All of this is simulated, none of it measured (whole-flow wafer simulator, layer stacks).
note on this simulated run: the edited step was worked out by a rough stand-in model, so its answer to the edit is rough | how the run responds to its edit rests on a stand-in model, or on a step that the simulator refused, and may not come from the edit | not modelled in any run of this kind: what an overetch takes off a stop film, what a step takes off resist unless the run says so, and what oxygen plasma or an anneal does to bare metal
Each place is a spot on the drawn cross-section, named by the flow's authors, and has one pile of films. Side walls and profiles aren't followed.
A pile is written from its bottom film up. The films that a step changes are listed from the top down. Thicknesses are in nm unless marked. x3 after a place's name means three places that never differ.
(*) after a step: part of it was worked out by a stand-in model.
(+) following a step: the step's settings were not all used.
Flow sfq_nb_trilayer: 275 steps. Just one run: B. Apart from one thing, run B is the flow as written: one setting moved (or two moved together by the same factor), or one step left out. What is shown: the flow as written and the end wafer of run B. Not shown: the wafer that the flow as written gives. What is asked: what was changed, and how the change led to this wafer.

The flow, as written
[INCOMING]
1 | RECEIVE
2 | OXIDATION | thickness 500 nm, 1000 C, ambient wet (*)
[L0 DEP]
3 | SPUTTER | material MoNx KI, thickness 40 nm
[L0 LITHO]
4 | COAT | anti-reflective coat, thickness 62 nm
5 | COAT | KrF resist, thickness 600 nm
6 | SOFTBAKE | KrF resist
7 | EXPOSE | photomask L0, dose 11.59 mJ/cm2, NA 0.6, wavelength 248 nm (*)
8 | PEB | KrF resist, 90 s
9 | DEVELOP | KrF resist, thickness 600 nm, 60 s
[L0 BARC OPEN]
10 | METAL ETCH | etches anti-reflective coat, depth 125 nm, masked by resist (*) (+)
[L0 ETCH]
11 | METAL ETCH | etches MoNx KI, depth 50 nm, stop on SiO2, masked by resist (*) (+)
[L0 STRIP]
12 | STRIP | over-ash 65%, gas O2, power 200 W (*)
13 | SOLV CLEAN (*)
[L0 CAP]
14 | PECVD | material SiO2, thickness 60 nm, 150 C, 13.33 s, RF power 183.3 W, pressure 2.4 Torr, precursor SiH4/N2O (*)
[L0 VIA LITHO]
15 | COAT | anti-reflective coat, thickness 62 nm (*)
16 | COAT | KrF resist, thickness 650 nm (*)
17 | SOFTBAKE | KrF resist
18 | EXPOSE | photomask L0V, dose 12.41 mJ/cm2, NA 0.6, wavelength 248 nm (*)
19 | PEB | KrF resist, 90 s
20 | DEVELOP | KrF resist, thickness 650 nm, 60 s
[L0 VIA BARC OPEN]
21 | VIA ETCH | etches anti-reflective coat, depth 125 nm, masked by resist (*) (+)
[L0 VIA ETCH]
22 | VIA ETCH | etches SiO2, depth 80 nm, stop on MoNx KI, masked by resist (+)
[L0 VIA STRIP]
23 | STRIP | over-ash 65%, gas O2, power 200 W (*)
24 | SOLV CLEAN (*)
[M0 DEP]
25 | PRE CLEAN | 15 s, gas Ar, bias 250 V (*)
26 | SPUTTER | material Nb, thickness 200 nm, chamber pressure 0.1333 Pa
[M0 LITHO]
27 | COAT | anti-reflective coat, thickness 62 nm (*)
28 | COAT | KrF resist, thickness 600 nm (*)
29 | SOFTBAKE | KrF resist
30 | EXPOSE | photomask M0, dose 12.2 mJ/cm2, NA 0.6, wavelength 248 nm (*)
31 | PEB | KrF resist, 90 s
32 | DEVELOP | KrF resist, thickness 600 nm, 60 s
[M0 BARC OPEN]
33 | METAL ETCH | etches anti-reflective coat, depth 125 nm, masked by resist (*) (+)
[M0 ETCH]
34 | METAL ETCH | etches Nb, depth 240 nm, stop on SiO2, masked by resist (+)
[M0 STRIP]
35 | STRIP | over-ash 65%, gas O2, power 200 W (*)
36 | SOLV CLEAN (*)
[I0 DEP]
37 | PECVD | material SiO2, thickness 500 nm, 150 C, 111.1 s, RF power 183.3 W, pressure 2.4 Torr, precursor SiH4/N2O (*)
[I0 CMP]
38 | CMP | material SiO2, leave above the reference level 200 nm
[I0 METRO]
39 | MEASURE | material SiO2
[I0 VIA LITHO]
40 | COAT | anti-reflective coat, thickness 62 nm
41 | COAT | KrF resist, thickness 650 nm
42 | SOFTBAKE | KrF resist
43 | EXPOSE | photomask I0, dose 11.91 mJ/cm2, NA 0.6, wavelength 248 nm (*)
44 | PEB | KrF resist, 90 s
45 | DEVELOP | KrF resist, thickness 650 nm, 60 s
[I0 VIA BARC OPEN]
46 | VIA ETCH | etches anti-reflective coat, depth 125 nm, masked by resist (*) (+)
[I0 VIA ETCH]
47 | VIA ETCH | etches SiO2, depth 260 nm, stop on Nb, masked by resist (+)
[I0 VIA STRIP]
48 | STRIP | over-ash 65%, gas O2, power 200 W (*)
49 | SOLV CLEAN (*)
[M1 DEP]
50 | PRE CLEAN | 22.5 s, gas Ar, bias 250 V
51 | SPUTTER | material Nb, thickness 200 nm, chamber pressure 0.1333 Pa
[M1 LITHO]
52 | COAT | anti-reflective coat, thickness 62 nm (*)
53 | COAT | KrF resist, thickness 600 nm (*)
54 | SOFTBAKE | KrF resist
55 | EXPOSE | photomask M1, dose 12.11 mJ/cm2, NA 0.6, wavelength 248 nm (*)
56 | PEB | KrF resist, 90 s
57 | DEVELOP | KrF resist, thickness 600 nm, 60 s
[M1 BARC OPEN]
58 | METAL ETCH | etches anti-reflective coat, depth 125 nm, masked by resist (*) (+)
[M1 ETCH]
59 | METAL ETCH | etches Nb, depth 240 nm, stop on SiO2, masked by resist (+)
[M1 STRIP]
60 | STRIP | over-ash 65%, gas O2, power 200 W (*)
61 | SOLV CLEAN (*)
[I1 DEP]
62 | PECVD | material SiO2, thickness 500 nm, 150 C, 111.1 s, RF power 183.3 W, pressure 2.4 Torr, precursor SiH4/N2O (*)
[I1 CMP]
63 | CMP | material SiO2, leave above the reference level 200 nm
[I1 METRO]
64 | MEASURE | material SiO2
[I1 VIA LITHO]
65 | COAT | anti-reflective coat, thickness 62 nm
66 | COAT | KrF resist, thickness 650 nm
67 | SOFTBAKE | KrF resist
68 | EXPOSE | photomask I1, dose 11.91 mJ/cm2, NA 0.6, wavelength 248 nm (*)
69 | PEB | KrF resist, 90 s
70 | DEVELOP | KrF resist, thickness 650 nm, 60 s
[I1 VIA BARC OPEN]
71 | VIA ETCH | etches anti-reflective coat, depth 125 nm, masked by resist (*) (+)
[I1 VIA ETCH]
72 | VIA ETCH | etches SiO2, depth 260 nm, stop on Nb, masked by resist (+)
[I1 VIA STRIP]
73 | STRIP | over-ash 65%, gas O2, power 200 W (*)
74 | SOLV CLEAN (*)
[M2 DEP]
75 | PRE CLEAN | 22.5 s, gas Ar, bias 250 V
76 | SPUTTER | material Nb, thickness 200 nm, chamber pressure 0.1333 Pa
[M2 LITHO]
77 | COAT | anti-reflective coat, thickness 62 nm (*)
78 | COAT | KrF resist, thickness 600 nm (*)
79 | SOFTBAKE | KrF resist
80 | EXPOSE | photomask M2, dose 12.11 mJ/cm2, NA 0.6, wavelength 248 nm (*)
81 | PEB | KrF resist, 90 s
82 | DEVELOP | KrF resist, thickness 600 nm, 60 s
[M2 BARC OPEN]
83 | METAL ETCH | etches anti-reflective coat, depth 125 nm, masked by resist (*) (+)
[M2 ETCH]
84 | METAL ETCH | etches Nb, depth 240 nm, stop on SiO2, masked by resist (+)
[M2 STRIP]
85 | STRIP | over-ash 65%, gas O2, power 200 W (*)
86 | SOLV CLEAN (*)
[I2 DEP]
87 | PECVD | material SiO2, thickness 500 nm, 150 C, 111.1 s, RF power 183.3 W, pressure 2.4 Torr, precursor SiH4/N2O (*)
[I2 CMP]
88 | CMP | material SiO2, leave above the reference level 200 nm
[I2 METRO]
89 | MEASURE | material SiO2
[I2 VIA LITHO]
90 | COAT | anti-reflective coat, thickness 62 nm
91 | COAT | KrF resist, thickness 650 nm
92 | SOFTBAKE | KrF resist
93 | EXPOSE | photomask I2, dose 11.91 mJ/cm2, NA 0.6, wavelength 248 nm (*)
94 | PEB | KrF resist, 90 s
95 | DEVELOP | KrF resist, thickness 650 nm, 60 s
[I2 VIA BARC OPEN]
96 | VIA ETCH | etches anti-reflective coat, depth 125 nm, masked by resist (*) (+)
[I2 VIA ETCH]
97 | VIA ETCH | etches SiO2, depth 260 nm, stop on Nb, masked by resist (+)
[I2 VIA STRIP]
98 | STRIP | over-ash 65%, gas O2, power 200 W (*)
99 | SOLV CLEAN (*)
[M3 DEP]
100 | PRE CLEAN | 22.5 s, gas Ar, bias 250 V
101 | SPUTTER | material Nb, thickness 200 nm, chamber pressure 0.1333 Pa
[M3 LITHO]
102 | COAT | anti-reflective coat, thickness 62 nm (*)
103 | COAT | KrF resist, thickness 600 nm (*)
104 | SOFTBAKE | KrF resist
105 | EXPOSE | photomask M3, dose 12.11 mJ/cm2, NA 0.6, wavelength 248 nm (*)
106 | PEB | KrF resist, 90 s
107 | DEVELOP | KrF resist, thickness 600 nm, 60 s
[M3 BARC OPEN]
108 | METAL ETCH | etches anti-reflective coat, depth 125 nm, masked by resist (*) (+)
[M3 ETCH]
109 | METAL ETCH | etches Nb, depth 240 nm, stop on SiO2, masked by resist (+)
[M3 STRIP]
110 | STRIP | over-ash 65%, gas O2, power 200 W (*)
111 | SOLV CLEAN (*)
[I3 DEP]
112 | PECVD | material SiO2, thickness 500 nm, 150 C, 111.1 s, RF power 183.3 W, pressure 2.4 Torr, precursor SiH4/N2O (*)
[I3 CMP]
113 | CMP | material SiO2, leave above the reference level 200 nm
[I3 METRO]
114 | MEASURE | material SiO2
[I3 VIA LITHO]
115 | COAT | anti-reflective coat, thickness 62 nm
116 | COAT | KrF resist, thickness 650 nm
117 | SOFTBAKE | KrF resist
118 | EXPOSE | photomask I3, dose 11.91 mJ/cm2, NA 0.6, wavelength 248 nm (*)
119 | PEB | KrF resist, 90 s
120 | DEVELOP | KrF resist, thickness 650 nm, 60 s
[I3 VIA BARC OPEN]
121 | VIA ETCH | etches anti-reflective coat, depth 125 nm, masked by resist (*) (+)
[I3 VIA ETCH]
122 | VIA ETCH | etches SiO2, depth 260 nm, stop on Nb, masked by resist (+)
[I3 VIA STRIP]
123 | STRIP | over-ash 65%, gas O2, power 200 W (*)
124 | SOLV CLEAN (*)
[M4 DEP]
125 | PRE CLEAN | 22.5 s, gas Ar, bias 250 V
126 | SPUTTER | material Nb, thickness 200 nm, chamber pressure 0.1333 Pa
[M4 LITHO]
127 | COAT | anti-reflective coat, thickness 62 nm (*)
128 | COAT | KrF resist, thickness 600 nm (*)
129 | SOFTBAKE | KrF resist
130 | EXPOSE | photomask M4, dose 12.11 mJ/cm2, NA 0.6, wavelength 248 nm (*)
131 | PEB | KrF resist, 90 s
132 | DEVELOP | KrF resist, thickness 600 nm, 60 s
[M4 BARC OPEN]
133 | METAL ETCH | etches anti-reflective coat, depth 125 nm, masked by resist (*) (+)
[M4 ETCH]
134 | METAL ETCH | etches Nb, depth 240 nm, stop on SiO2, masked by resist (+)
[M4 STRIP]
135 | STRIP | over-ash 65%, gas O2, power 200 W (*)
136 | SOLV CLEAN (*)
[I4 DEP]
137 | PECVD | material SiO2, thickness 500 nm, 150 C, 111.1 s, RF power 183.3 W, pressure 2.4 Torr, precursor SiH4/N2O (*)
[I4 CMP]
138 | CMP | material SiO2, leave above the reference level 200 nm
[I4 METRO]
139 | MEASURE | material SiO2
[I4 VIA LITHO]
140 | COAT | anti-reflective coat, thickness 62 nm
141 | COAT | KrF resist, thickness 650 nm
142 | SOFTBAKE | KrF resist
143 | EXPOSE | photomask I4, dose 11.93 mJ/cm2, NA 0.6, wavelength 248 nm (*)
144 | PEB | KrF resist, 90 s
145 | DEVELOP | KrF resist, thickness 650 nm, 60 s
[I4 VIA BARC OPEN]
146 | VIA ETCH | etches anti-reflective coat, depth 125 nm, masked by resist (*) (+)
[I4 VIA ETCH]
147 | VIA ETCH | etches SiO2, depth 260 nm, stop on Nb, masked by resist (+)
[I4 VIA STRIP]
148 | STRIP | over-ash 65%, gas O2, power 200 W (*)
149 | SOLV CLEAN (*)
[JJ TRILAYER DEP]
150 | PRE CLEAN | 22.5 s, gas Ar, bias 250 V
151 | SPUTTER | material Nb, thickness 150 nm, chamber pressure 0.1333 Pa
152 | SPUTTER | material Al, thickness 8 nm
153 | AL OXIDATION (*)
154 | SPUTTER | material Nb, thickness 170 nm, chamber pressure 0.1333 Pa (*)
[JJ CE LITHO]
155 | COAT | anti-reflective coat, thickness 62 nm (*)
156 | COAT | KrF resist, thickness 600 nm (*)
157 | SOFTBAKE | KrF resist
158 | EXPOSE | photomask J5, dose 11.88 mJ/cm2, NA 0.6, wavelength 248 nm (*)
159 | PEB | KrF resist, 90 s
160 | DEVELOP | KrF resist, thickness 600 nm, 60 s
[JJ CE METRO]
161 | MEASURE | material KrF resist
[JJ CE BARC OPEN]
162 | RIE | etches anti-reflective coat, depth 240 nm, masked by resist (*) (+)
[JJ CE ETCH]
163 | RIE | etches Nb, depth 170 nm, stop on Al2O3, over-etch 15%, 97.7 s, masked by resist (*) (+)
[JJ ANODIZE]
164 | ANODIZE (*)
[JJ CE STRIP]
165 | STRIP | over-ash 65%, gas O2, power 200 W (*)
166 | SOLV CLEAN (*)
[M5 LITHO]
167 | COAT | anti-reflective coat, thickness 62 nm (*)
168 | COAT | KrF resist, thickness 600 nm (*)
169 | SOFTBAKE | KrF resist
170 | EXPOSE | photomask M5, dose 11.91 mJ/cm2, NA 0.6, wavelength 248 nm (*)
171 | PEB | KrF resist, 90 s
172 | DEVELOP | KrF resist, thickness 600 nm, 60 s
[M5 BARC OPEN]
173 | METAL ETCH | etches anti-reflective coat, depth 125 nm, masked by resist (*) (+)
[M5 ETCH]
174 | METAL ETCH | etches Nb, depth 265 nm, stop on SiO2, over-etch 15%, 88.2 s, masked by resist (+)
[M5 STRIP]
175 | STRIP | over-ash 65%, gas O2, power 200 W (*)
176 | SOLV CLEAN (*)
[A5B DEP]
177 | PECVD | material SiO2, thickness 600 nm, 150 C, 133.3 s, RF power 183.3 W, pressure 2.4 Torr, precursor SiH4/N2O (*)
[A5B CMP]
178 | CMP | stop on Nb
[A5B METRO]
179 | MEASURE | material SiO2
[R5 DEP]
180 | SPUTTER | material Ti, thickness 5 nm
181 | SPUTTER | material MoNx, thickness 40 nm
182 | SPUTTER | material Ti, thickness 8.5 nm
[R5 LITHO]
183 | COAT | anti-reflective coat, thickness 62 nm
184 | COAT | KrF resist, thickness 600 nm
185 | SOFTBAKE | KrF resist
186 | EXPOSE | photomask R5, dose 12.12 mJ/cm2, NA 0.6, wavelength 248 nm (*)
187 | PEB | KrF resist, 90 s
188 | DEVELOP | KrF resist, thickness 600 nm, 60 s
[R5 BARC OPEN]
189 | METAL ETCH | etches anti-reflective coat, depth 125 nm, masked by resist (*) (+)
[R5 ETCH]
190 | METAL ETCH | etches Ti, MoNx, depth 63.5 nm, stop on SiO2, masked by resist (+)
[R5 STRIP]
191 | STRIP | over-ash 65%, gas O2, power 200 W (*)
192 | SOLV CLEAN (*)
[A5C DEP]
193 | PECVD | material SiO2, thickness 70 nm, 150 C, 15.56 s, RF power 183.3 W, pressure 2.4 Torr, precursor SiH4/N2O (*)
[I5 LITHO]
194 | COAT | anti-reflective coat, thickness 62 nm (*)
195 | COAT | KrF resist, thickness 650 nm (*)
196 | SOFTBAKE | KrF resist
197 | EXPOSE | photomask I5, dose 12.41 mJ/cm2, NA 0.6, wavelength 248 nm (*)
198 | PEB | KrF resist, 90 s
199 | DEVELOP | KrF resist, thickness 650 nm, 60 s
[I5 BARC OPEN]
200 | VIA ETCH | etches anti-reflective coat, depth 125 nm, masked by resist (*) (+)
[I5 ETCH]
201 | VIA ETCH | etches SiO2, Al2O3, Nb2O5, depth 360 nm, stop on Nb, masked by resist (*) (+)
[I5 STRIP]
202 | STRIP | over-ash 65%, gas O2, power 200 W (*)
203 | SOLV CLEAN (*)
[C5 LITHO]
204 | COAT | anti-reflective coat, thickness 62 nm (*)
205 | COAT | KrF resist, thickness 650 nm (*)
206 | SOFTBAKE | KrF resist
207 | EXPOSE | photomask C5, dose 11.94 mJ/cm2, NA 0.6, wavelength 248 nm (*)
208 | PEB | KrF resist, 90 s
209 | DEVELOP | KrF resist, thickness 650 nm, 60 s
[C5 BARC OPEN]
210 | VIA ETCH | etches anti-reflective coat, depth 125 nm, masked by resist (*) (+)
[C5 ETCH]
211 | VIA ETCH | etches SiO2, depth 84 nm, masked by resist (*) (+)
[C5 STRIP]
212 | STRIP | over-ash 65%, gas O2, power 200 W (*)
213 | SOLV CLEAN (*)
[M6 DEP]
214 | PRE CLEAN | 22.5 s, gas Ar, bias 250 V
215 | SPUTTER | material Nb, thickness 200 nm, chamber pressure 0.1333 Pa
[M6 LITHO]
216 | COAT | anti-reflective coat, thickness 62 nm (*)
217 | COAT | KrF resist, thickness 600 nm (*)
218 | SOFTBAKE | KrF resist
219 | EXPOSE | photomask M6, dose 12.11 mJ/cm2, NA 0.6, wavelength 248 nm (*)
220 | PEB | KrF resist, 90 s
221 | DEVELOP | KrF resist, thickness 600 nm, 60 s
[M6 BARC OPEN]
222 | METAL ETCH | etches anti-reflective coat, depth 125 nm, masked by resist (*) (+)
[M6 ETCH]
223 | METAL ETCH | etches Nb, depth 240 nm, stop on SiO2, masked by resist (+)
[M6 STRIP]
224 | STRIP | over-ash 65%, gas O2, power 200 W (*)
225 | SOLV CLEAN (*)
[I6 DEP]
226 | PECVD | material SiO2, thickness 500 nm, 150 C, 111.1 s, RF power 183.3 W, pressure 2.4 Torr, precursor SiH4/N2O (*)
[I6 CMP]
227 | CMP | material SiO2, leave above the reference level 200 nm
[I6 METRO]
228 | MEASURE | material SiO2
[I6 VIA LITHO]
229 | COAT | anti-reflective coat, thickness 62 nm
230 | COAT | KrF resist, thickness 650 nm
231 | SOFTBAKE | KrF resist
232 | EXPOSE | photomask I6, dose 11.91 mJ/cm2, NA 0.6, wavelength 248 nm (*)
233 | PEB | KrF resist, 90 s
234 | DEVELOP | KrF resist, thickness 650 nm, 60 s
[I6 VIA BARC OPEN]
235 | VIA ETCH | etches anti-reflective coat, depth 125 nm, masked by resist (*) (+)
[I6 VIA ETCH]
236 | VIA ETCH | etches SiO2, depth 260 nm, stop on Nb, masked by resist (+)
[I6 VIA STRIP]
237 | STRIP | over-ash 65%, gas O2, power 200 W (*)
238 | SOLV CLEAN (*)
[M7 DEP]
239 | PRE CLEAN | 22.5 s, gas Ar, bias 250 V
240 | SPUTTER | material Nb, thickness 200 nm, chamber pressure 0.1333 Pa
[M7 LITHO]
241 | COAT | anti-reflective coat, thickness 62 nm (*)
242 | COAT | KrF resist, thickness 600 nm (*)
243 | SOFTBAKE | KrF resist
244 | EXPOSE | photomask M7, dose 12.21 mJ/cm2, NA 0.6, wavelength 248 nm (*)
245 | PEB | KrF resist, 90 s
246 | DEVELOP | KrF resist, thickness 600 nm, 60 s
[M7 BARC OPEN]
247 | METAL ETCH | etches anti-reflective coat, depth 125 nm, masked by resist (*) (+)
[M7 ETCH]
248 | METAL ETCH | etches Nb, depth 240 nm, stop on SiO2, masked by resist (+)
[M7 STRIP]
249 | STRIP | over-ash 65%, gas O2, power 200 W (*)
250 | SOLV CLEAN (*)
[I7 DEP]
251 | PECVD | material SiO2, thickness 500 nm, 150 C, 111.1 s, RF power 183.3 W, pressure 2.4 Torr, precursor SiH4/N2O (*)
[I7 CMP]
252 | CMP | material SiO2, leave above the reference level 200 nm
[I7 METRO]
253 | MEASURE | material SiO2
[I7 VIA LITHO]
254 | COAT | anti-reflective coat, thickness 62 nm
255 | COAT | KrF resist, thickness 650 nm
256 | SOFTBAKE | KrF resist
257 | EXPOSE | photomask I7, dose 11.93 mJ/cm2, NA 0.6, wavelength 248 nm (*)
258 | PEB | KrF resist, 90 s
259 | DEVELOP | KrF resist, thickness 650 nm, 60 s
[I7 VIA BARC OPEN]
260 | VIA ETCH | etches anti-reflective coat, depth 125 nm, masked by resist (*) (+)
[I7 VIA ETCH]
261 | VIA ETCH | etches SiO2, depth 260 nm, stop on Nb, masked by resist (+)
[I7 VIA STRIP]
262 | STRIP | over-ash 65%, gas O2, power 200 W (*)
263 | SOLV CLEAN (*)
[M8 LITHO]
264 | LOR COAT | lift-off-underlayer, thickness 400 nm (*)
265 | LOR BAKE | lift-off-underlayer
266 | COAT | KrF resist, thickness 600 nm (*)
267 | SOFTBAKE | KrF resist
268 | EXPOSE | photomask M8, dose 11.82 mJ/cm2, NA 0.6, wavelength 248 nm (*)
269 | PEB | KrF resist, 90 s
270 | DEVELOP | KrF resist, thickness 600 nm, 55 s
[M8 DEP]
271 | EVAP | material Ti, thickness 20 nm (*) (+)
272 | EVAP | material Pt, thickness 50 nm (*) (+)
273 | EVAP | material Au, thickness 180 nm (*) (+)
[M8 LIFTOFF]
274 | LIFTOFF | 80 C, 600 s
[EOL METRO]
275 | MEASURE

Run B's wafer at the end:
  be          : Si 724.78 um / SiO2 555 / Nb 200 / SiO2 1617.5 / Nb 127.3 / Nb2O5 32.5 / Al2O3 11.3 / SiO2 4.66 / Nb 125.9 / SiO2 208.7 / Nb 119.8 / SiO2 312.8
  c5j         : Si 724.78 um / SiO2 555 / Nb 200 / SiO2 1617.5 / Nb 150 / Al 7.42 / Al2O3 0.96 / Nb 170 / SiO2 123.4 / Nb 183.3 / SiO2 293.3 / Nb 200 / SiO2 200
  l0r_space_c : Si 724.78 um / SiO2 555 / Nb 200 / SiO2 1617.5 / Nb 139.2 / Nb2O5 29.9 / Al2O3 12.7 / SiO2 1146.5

The reason: step 137, PECVD: thickness 255 nm was run, while the flow as written has thickness 500 nm; step 137, PECVD: 56.67 s was run, where the flow has 111.1 s.

Step by step, how the change led to this:
  137 | PECVD | material SiO2, thickness 500 nm, 150 C, 111.1 s, RF power 183.3 W, pressure 2.4 Torr, precursor SiH4/N2O (*)
      field_l, be, be_sur and 55 more: +255 SiO2 (as written it would have been: +500 SiO2)
      v_sur, via_wl, via_w and 35 more: +255 SiO2 (new film) (as written it would have been: +500 SiO2 (new film))
      (also at 10 further places)
  138 | CMP | material SiO2, leave above the reference level 200 nm
      field_l, be, be_sur and 55 more: nothing (as written it would have been: -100 SiO2)
      p3_s0, p3_s1, p3_s2, p3_s3, p3_s4, p3_s5: nothing (as written it would have been: -157.1 SiO2)
      (also at 42 further places)
  140 | COAT | anti-reflective coat, thickness 62 nm
      gap, jj_sur, ce_r and 6 more: +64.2 anti-reflective coat (new film) (as written it would have been: +62 anti-reflective coat (new film))
      m0r_space_l, m0r_space_r, m6r_space_l, m6r_space_r, m7r_space_l, m7r_space_r: +79.6 anti-reflective coat (new film) (as written it would have been: +62 anti-reflective coat (new film))
      (also at 73 further places)
  141 | COAT | KrF resist, thickness 650 nm
      m0r_space_l, m0r_space_r, m5r_space_l, m6r_space_l, m6r_space_r, m7r_space_l, m7r_space_r: +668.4 KrF resist (new film) (as written it would have been: +650 KrF resist (new film))
      m0r_line_l, m0r_line_r, m6r_line_l, m6r_line_r, m7r_line_l, m7r_line_r: +678.6 KrF resist (new film) (as written it would have been: +650 KrF resist (new film))
      (also at 71 further places)
  145 | DEVELOP | KrF resist, thickness 650 nm, 60 s
      via_wl: -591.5 KrF resist (all of it) (as written it would have been: -648.6 KrF resist (all of it))
      via_w: -598.3 KrF resist (all of it) (as written it would have been: -648.6 KrF resist (all of it))
      (also at 1 further place)
  146 | VIA ETCH | etches anti-reflective coat, depth 125 nm, masked by resist (*) (+)
      field_l, v_sur, via_sp and 100 more: -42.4 KrF resist (as written it would have been: -51.7 KrF resist)
      via_wl: -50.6 anti-reflective coat (all of it), -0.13 SiO2 (as written it would have been: -62 anti-reflective coat (all of it), -0.16 SiO2)
      (also at 2 further places)
  148 | STRIP | over-ash 65%, gas O2, power 200 W (*)
      m0r_line_l, m0r_line_r, m6r_line_l, m6r_line_r, m7r_line_l, m7r_line_r: -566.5 KrF resist (all of it), -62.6 anti-reflective coat (all of it) (as written it would have been: -528.6 KrF resist (all of it), -62 anti-reflective coat (all of it))
      m0r_space_l, m0r_space_r, m6r_space_l, m6r_space_r, m7r_space_l, m7r_space_r: -556.3 KrF resist (all of it), -79.6 anti-reflective coat (all of it) (as written it would have been: -528.6 KrF resist (all of it), -62 anti-reflective coat (all of it))
      (also at 83 further places)
  151 | SPUTTER | material Nb, thickness 150 nm, chamber pressure 0.1333 Pa
      lsp_r, l0_sur, l0v: +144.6 Nb (new film) (as written it would have been: +150 Nb (new film))
      be, lsp_l: +139 Nb (new film) (as written it would have been: +150 Nb (new film))
      (also at 1 further place)
  152 | SPUTTER | material Al, thickness 8 nm
      be, lsp_l: +7.41 Al (new film) (as written it would have been: +8 Al (new film))
      via_v: +6.16 Al (new film) (as written it would have been: +8 Al (new film))
  154 | SPUTTER | material Nb, thickness 170 nm, chamber pressure 0.1333 Pa (*)
      lsp_r, l0_sur, l0v: +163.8 Nb (new film) (as written it would have been: +170 Nb (new film))
      be, lsp_l: +156.5 Nb (new film) (as written it would have been: +170 Nb (new film))
      (also at 1 further place)
  155 | COAT | anti-reflective coat, thickness 62 nm (*)
      wl_f_sr, wl_g_sl, wl_g_m5, l0r_line_l, m5r_space_l, m5r_space_r: +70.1 anti-reflective coat (new film) (as written it would have been: +62 anti-reflective coat (new film))
      m0r_space_l, m0r_space_r, m6r_space_l, m6r_space_r, m7r_space_l, m7r_space_r: +78.3 anti-reflective coat (new film) (as written it would have been: +62 anti-reflective coat (new film))
      (also at 78 further places)
  156 | COAT | KrF resist, thickness 600 nm (*)
      m0r_line_l, m0r_line_r, m6r_line_l, m6r_line_r, m7r_line_l, m7r_line_r: +626.9 KrF resist (new film) (as written it would have been: +600 KrF resist (new film))
      m0r_space_l, m0r_space_r, m6r_space_l, m6r_space_r, m7r_space_l, m7r_space_r: +618.7 KrF resist (new film) (as written it would have been: +600 KrF resist (new film))
      (also at 71 further places)
  160 | DEVELOP | KrF resist, thickness 600 nm, 60 s
      m0r_line_l, m0r_line_r, m6r_line_l, m6r_line_r, m7r_line_l, m7r_line_r: -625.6 KrF resist (all of it) (as written it would have been: -598.7 KrF resist (all of it))
      m0r_space_l, m0r_space_r, m6r_space_l, m6r_space_r, m7r_space_l, m7r_space_r: -617.4 KrF resist (all of it) (as written it would have been: -598.7 KrF resist (all of it))
      (also at 70 further places)
  162 | RIE | etches anti-reflective coat, depth 240 nm, masked by resist (*) (+)
      wl_f_sr, wl_g_sl, wl_g_m5, l0r_line_l, m5r_space_l, m5r_space_r: -70.1 anti-reflective coat (all of it) (as written it would have been: -62 anti-reflective coat (all of it))
      m0r_space_l, m0r_space_r, m6r_space_l, m6r_space_r, m7r_space_l, m7r_space_r: -78.3 anti-reflective coat (all of it) (as written it would have been: -62 anti-reflective coat (all of it))
      (also at 78 further places)
  163 | RIE | etches Nb, depth 170 nm, stop on Al2O3, over-etch 15%, 97.7 s, masked by resist (*) (+)
      be, lsp_l: -156.5 Nb (all of it), -0.96 Al2O3 (all of it) (as written it would have been: -170 Nb (all of it), -0.51 Al2O3)
      via_v: -127.2 Nb (all of it), -0.96 Al2O3 (all of it) (as written it would have been: -170 Nb (all of it), -0.51 Al2O3)
      (also at 3 further places)
  164 | ANODIZE (*)
      be, lsp_l: +11.3 Al2O3 (new film), +32.5 Nb2O5 (new film), -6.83 Al (all of it), -11.7 Nb (as written it would have been: +12.2 Al2O3, +29.9 Nb2O5 (new film), -7.42 Al (all of it), -10.8 Nb)
      via_v: +9.21 Al2O3 (new film), +36.2 Nb2O5 (new film), -5.58 Al (all of it), -13 Nb (as written it would have been: +12.2 Al2O3, +29.9 Nb2O5 (new film), -7.42 Al (all of it), -10.8 Nb)
      (also at 3 further places)
  ... 46 other steps ...
  274 | LIFTOFF | 80 C, 600 s
      be: -180 Au (all of it), -50 Pt (all of it), -20 Ti (all of it), -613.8 KrF resist (all of it), -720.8 lift-off-underlayer (all of it) (as written it would have been: -180 Au (all of it), -50 Pt (all of it), -20 Ti (all of it), -572.1 KrF resist (all of it), -398.5 lift-off-underlayer (all of it))
      be_sur: -180 Au (all of it), -50 Pt (all of it), -20 Ti (all of it), -587.3 KrF resist (all of it), -366.3 lift-off-underlayer (all of it) (as written it would have been: -180 Au (all of it), -50 Pt (all of it), -20 Ti (all of it), -572.6 KrF resist (all of it), -398.9 lift-off-underlayer (all of it))
      (also at 1 further place)
With metal films that touch counted as one body, be has 4 bodies (between them, from the top down: SiO2 208.7; SiO2 4.66 / Al2O3 11.3 / Nb2O5 32.5; SiO2 1617.5); the flow as written gives 3 bodies (between them, from the top down: SiO2 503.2; SiO2 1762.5).
With metal films that touch counted as one body, c5j has 5 bodies (between them, from the top down: SiO2 293.3; SiO2 123.4; Al2O3 0.96; SiO2 1617.5); the flow as written gives 4 bodies (between them, from the top down: SiO2 284.2; Al2O3 0.96; SiO2 1762.5).
